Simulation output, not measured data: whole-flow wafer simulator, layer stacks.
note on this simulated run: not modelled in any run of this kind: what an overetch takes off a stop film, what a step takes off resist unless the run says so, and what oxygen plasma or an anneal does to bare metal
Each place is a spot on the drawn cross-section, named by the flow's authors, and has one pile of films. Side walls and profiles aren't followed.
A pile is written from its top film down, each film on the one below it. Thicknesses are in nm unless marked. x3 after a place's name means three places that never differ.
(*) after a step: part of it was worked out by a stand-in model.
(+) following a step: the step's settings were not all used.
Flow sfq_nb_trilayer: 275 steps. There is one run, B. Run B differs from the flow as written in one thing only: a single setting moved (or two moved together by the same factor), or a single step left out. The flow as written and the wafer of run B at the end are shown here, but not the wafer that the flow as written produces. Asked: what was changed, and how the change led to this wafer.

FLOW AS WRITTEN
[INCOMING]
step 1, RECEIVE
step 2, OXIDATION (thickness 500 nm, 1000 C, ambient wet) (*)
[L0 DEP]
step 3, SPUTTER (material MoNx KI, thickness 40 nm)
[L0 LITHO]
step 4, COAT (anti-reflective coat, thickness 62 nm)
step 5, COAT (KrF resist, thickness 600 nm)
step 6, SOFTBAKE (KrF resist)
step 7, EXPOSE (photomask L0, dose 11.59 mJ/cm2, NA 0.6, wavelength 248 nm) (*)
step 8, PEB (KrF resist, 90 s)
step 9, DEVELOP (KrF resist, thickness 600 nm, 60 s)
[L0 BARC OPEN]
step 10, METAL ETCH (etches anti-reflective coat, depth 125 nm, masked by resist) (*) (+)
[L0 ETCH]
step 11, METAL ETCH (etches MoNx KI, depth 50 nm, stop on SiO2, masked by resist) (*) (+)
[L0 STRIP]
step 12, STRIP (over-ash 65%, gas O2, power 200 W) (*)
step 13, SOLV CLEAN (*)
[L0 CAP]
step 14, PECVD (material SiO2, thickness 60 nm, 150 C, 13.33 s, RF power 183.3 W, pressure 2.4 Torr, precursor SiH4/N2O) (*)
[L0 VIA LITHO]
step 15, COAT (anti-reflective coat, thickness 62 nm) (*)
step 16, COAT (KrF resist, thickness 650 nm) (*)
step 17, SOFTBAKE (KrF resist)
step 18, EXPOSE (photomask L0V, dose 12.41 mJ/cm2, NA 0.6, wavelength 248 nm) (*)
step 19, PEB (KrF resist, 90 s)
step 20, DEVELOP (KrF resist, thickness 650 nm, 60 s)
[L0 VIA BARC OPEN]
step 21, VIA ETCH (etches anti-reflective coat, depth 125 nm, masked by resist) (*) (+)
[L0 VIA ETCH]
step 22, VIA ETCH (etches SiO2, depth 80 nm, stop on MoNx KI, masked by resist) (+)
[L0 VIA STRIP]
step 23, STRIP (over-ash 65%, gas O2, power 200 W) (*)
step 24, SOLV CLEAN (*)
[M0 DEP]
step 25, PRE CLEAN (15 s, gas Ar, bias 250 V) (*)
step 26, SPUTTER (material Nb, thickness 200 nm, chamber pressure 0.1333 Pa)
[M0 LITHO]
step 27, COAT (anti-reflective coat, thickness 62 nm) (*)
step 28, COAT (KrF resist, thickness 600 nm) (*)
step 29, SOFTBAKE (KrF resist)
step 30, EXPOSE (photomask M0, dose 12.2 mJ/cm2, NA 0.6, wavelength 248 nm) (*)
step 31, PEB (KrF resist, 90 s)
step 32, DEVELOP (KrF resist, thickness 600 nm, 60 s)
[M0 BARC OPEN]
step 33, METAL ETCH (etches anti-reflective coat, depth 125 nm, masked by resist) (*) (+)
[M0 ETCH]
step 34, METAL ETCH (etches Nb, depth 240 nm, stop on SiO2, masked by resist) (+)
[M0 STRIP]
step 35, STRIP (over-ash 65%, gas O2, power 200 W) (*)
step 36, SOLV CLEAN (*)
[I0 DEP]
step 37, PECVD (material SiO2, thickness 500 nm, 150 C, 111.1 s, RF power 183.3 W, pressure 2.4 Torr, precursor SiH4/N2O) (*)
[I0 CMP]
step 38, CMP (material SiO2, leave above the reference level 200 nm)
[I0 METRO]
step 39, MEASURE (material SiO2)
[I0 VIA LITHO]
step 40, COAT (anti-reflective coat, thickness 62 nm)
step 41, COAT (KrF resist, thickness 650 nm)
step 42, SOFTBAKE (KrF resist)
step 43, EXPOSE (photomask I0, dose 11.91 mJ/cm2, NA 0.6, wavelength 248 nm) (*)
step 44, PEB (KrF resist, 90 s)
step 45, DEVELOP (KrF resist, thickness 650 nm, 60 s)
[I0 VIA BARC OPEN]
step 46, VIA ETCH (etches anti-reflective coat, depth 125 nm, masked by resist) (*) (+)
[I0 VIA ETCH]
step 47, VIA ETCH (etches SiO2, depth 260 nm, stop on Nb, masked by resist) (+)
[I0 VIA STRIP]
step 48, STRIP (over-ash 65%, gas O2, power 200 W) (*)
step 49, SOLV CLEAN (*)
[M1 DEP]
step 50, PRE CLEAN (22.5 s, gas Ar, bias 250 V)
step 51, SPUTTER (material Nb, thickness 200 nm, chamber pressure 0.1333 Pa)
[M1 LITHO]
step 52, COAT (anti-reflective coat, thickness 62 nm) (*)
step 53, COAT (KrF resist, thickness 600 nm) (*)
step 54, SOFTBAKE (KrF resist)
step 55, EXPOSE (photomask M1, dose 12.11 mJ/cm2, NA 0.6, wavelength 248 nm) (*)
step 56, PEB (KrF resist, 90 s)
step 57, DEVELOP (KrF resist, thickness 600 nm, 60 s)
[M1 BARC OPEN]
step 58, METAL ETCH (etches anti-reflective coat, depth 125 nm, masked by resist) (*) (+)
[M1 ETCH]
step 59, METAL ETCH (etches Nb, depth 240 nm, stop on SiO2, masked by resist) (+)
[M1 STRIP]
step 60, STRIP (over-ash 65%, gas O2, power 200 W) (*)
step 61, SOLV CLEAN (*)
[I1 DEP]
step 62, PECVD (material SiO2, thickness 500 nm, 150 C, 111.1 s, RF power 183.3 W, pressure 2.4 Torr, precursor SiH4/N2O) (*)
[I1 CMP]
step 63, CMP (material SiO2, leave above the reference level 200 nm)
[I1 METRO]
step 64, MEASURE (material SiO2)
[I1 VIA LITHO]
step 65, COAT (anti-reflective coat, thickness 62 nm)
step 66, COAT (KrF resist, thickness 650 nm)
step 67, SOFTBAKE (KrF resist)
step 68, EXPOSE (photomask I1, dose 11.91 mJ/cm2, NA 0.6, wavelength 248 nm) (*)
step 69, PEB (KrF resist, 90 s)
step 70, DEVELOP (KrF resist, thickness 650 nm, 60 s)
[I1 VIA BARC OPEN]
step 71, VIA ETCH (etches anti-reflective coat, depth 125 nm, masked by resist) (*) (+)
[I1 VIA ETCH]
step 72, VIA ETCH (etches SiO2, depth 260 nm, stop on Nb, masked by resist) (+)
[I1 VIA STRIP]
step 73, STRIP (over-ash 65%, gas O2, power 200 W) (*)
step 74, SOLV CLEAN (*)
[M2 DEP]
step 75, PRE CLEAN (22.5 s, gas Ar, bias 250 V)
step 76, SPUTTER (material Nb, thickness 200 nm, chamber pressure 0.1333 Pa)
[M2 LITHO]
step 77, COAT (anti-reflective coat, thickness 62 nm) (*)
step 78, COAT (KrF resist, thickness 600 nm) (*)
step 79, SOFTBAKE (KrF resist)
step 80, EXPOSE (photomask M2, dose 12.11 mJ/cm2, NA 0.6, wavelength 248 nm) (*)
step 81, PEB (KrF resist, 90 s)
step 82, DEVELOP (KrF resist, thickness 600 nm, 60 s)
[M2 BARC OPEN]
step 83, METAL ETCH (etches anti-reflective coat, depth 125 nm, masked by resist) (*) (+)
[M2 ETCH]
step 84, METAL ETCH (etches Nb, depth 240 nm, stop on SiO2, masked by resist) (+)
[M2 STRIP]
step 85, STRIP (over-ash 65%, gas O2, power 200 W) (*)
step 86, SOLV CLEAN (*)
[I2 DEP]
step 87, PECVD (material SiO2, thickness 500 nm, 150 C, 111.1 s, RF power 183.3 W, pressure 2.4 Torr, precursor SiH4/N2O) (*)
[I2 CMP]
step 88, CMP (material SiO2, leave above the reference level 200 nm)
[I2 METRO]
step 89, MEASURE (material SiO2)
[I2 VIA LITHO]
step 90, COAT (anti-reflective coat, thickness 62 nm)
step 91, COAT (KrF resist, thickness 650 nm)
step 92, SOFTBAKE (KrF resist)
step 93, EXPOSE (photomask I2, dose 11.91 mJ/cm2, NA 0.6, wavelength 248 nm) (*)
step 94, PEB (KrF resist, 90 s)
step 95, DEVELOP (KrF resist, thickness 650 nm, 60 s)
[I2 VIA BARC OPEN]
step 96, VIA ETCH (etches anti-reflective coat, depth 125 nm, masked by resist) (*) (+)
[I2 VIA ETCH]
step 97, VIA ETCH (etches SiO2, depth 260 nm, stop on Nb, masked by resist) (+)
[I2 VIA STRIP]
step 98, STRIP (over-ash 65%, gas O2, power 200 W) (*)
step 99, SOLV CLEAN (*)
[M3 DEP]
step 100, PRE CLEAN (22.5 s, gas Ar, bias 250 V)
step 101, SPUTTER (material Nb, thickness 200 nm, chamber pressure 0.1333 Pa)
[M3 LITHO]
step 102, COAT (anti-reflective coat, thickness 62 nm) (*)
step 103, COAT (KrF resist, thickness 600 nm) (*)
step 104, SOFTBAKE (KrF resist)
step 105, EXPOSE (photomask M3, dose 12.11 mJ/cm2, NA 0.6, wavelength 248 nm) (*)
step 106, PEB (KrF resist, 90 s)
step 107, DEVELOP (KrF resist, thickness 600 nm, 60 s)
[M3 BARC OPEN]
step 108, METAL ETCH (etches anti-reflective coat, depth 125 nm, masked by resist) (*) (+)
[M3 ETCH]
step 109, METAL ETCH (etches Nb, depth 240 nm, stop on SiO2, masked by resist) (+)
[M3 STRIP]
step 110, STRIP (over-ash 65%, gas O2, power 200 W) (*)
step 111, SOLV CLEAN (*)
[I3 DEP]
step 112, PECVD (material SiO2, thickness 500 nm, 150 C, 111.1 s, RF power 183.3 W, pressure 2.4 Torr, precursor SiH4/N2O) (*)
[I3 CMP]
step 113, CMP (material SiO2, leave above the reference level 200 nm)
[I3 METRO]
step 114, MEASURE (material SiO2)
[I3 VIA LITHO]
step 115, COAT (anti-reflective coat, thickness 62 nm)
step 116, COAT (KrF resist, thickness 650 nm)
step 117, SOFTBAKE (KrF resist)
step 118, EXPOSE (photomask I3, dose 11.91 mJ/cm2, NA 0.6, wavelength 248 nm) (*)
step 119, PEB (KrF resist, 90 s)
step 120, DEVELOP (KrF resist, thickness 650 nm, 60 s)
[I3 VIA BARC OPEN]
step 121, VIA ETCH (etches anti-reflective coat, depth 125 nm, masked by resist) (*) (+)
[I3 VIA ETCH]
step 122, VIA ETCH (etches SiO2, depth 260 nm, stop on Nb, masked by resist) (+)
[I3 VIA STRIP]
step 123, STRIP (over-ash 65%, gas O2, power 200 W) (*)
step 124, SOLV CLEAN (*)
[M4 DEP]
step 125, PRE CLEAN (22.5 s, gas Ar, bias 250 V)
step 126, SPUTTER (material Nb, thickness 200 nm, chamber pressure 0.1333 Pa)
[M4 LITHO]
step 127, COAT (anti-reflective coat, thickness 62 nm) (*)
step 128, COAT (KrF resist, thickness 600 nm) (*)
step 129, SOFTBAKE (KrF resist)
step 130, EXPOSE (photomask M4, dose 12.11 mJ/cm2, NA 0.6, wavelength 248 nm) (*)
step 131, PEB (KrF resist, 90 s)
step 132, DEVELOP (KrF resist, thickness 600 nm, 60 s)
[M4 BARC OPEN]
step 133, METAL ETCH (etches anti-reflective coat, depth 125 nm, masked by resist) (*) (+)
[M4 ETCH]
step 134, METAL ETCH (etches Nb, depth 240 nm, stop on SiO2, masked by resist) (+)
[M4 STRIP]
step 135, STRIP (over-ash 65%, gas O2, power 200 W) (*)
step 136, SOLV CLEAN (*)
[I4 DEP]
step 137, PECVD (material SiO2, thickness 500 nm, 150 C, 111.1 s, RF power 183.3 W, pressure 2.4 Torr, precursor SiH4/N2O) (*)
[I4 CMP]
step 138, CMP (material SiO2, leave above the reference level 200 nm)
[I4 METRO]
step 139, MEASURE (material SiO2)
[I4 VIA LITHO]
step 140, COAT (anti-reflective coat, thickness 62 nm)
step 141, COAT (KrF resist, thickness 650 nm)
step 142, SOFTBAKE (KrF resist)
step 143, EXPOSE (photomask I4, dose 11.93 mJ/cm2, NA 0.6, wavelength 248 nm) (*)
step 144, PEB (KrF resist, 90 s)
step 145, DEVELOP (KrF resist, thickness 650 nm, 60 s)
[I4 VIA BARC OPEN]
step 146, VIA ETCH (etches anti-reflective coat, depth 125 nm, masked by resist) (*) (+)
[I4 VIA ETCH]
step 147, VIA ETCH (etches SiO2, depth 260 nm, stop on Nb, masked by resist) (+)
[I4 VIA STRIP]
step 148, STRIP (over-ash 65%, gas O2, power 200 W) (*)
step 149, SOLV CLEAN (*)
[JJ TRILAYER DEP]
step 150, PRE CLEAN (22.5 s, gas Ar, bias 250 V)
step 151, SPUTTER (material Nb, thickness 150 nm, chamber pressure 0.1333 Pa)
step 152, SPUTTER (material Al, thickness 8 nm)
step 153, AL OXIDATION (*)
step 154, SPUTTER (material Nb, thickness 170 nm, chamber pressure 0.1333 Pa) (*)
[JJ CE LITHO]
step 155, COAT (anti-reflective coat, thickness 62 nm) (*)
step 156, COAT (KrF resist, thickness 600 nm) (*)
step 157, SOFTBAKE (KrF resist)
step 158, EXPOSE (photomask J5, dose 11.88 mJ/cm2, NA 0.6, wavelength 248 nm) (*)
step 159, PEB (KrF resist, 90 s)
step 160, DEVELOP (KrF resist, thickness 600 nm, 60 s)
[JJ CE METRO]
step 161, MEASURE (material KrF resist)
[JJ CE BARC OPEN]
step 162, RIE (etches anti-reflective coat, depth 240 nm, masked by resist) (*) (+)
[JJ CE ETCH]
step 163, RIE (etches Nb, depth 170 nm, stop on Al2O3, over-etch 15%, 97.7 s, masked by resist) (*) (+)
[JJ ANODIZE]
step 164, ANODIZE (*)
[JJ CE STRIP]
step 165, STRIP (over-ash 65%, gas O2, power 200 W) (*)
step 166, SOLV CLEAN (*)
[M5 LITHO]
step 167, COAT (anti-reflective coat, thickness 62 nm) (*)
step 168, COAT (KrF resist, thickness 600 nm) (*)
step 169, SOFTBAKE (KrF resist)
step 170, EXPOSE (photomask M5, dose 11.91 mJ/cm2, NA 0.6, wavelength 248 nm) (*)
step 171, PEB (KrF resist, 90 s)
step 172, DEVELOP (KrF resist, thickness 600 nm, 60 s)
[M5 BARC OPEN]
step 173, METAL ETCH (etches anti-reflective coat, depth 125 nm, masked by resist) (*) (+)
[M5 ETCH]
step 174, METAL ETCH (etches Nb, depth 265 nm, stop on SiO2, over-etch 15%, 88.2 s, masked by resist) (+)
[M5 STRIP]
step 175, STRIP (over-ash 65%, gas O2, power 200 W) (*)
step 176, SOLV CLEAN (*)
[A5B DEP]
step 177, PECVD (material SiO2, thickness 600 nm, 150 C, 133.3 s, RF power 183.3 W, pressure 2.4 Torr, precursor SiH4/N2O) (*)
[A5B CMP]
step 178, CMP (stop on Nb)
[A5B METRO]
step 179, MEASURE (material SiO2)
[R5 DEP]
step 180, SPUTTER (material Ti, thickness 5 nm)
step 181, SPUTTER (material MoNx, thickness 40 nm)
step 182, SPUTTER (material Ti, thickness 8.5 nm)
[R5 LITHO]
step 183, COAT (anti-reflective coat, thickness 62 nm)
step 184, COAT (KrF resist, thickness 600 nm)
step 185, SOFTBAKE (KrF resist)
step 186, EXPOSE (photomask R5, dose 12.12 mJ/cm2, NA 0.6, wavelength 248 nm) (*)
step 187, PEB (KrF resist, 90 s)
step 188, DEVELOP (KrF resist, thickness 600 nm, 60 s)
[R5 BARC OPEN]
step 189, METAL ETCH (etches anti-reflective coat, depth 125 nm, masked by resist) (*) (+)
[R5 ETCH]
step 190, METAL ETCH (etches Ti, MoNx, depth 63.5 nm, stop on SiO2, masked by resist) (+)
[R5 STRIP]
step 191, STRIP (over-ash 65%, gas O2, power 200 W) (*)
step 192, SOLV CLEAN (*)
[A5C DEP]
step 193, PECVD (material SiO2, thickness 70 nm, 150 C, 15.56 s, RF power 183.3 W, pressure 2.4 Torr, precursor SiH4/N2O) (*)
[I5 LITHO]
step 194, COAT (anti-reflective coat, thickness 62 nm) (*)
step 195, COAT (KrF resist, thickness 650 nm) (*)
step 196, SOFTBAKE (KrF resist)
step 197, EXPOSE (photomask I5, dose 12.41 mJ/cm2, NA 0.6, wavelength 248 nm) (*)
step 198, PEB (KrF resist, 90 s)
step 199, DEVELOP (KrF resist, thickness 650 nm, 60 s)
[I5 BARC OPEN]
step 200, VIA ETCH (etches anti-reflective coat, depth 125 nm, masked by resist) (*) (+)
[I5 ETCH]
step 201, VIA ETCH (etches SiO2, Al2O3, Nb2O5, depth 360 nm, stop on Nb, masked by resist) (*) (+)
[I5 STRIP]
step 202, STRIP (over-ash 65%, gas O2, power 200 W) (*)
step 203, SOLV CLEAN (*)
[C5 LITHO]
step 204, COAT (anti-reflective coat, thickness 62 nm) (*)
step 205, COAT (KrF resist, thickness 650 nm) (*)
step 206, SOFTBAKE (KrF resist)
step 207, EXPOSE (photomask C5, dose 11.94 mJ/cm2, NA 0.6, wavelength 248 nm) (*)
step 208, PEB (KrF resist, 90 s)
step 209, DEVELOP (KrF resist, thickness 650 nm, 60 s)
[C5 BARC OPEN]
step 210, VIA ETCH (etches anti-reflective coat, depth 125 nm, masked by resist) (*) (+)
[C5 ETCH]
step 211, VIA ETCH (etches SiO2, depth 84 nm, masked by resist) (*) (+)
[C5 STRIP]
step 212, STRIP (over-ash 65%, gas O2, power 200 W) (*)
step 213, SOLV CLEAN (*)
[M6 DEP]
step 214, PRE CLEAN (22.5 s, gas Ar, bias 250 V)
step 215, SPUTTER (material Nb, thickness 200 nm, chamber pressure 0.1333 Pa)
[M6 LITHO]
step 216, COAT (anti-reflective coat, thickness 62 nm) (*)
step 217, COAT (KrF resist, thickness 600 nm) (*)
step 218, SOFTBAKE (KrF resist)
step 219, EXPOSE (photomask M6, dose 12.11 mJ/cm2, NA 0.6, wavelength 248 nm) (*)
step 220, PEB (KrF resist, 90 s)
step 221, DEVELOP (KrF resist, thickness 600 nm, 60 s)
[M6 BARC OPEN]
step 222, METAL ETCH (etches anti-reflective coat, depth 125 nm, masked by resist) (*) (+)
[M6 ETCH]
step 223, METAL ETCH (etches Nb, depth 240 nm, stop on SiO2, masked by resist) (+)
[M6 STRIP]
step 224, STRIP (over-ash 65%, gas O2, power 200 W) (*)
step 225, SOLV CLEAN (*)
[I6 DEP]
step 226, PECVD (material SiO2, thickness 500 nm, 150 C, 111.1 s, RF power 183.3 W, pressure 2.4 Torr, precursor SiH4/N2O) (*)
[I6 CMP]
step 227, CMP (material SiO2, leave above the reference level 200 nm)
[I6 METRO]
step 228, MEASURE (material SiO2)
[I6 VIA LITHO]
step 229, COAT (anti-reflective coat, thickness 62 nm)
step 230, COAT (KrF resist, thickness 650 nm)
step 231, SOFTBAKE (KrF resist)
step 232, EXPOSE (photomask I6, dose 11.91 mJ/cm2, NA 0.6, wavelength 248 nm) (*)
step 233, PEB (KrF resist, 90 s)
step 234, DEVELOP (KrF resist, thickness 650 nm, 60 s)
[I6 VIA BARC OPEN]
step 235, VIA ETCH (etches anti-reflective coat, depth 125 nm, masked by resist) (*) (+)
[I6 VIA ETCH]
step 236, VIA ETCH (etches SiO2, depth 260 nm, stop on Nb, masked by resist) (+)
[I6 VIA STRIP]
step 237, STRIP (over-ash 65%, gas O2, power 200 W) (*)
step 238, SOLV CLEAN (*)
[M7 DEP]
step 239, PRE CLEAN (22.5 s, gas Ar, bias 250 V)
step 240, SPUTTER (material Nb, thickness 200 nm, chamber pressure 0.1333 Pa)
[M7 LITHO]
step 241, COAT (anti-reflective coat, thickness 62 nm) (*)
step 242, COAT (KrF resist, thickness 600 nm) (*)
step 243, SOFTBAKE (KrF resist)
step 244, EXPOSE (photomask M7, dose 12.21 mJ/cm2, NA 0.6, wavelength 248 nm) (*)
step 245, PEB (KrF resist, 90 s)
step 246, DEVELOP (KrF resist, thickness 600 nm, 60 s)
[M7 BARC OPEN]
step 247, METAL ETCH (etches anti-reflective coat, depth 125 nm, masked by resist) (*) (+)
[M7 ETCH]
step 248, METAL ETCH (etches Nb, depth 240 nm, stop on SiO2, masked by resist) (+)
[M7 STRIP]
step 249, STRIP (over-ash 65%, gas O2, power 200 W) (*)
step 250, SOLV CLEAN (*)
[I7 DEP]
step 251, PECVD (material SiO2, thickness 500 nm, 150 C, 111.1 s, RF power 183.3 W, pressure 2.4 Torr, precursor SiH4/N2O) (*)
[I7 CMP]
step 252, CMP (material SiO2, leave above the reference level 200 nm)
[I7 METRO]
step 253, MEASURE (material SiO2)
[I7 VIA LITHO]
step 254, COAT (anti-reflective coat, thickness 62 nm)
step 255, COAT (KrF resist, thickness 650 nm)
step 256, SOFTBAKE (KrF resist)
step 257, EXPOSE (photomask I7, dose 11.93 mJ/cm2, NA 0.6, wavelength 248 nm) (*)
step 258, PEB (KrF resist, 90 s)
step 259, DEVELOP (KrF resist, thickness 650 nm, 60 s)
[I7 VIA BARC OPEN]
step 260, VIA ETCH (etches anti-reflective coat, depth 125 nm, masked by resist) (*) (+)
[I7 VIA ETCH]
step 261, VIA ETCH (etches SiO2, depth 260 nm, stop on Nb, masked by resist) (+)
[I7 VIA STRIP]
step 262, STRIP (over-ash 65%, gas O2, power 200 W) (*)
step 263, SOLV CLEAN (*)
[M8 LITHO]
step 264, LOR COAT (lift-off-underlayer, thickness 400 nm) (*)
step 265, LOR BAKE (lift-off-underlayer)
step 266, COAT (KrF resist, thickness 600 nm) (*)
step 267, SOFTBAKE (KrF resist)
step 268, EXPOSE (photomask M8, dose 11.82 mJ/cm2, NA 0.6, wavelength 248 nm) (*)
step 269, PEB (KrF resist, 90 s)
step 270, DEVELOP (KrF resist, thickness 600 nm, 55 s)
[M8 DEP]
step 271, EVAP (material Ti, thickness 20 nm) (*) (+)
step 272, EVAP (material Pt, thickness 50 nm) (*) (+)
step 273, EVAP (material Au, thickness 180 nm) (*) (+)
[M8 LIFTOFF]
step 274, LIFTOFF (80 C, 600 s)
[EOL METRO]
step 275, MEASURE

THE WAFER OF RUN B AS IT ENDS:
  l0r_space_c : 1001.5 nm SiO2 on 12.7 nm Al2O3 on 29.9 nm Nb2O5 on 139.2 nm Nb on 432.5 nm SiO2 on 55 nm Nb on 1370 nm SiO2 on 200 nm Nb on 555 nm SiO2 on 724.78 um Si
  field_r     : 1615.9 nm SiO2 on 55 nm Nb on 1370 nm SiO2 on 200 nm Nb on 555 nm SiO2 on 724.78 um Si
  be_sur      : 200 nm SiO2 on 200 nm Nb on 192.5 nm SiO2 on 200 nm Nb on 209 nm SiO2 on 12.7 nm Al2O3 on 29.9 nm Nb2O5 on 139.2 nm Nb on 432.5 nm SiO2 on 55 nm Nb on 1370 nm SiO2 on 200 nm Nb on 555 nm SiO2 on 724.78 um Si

The reason: step 126, SPUTTER: thickness 295 nm was run, while the flow as written has thickness 200 nm.

How this came from the change, step by step:
  step 126, SPUTTER (material Nb, thickness 200 nm, chamber pressure 0.1333 Pa)
      field_l, v_sur, via_wl and 102 more: Nb gains 295 (new film) (as written it would have been: Nb gains 200 (new film))
      via_v: Nb gains 245.5 (as written it would have been: Nb gains 165.5)
  step 134, METAL ETCH (etches Nb, depth 240 nm, stop on SiO2, masked by resist) (+)
      field_l, be, be_sur and 64 more: Nb loses 240 (as written it would have been: Nb loses 200 (all of it))
  step 137, PECVD (material SiO2, thickness 500 nm, 150 C, 111.1 s, RF power 183.3 W, pressure 2.4 Torr, precursor SiH4/N2O) (*)
      field_l, be, be_sur and 55 more: SiO2 gains 500 (new film) (as written it would have been: SiO2 gains 500)
      p3_s0, p3_s1, p3_s2, p3_s3, p3_s4, p3_s5: SiO2 gains 597.1 (new film) (as written it would have been: SiO2 gains 557.1)
      (and at 3 other places as well)
  step 138, CMP (material SiO2, leave above the reference level 200 nm)
      field_l, be, be_sur and 55 more: SiO2 loses 60 (as written it would have been: SiO2 loses 100)
      lsp_r, l0_sur, l0v: SiO2 loses 50.3 (as written it would have been: SiO2 loses 91.9)
      (and at 1 other place as well)
With metal films that touch counted as one body, l0r_space_c has 3 bodies (between them, from the top down: SiO2 432.5; SiO2 1370); the flow as written gives 2 bodies (between them, from the top down: SiO2 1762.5).
With metal films that touch counted as one body, field_r has 2 bodies (between them, from the top down: SiO2 1370); the flow as written gives 1 body.
With metal films that touch counted as one body, be_sur has 5 bodies (between them, from the top down: SiO2 192.5; SiO2 209 / Al2O3 12.7 / Nb2O5 29.9; SiO2 432.5; SiO2 1370); the flow as written gives 4 bodies (between them, from the top down: SiO2 192.5; SiO2 209 / Al2O3 12.7 / Nb2O5 29.9; SiO2 1762.5).
